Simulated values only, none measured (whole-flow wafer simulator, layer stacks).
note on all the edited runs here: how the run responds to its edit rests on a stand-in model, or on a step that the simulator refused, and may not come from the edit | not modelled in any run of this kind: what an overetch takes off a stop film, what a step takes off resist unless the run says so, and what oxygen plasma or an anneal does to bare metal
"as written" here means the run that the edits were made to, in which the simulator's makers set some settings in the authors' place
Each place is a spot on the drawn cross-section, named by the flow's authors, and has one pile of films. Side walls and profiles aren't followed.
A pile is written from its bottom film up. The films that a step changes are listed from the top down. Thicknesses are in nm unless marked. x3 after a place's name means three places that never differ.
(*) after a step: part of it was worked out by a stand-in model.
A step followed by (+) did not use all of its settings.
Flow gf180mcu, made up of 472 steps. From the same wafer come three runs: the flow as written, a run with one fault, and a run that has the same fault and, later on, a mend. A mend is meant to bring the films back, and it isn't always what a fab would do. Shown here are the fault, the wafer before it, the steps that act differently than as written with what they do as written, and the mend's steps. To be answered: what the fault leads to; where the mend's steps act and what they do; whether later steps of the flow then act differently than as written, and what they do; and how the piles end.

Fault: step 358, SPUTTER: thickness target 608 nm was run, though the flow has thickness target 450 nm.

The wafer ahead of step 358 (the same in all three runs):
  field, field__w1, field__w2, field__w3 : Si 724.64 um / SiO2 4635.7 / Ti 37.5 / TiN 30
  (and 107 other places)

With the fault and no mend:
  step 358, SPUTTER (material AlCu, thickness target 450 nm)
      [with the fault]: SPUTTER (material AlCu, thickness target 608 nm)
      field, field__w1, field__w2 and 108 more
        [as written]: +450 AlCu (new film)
        [with the fault]: +608 AlCu (new film)
  Steps later in the flow that act otherwise than as written:
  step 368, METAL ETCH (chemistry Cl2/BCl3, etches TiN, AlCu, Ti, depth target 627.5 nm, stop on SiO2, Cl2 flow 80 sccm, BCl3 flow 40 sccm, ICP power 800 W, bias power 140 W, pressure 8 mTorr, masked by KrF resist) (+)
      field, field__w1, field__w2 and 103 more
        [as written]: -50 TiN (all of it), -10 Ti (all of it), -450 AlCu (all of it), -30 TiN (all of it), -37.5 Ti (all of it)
        [with the fault]: -50 TiN (all of it), -10 Ti (all of it), -567.5 AlCu
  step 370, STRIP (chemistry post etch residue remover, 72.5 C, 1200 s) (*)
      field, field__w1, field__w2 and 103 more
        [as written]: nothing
        [with the fault]: -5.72 AlCu
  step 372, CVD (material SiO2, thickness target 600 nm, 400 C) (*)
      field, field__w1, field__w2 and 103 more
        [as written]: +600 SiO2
        [with the fault]: +600 SiO2 (new film)
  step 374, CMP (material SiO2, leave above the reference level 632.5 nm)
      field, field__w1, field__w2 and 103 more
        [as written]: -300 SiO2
        [with the fault]: -244.3 SiO2
  The piles end different from the flow's at field, field__w1, field__w2 and 109 more by more than 2% or 0.5 nm, whichever is larger.
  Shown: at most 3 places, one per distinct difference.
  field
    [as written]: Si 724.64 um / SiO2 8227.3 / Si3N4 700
    [with the fault]: Si 724.64 um / SiO2 4635.7 / Ti 37.5 / TiN 30 / AlCu 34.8 / SiO2 3647.3 / Si3N4 700
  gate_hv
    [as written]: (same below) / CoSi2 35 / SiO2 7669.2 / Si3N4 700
    [with the fault]: (same below) / CoSi2 35 / SiO2 4077.6 / Ti 37.5 / TiN 30 / AlCu 34.8 / SiO2 3647.3 / Si3N4 700
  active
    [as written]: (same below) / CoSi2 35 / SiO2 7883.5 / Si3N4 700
    [with the fault]: (same below) / CoSi2 35 / SiO2 4291.9 / Ti 37.5 / TiN 30 / AlCu 34.8 / SiO2 3647.3 / Si3N4 700

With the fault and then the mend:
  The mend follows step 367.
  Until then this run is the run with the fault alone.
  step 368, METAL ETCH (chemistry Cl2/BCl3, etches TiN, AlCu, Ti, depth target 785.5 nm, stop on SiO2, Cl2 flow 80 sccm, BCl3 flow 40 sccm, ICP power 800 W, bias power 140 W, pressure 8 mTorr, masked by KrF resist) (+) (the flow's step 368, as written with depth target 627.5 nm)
      field, field__w1, field__w2 and 103 more
        -50 TiN (all of it), -10 Ti (all of it), -608 AlCu (all of it), -30 TiN (all of it), -37.5 Ti (all of it)
      field__w8, contact, m1, m1__w1, m1_nw
        -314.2 KrF resist
  Steps later in the flow that act otherwise than as written:
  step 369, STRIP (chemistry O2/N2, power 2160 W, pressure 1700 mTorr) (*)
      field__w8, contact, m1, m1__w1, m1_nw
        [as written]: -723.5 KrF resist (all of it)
        [with the mend]: -660.3 KrF resist (all of it)
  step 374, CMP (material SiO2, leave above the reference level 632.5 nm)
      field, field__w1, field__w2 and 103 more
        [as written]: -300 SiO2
        [with the mend]: -142 SiO2
  The piles end different from the flow's at field__w4, field__w8, gate and 34 more by more than 2% or 0.5 nm, whichever is larger.
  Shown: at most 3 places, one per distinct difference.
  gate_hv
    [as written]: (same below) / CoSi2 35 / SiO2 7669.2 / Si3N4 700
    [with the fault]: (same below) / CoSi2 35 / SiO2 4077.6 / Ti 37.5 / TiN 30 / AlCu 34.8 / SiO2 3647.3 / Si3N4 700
    [with the mend]: (same below) / CoSi2 35 / SiO2 7827.2 / Si3N4 700
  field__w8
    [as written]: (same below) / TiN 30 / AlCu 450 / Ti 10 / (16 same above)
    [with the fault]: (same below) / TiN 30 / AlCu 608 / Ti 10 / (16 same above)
    [with the mend]: (same below) / TiN 30 / AlCu 608 / Ti 10 / (16 same above)
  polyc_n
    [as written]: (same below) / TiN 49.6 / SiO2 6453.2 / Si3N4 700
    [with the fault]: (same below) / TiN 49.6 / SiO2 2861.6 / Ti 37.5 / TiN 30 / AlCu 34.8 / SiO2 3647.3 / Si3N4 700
    [with the mend]: (same below) / TiN 49.6 / SiO2 6611.2 / Si3N4 700
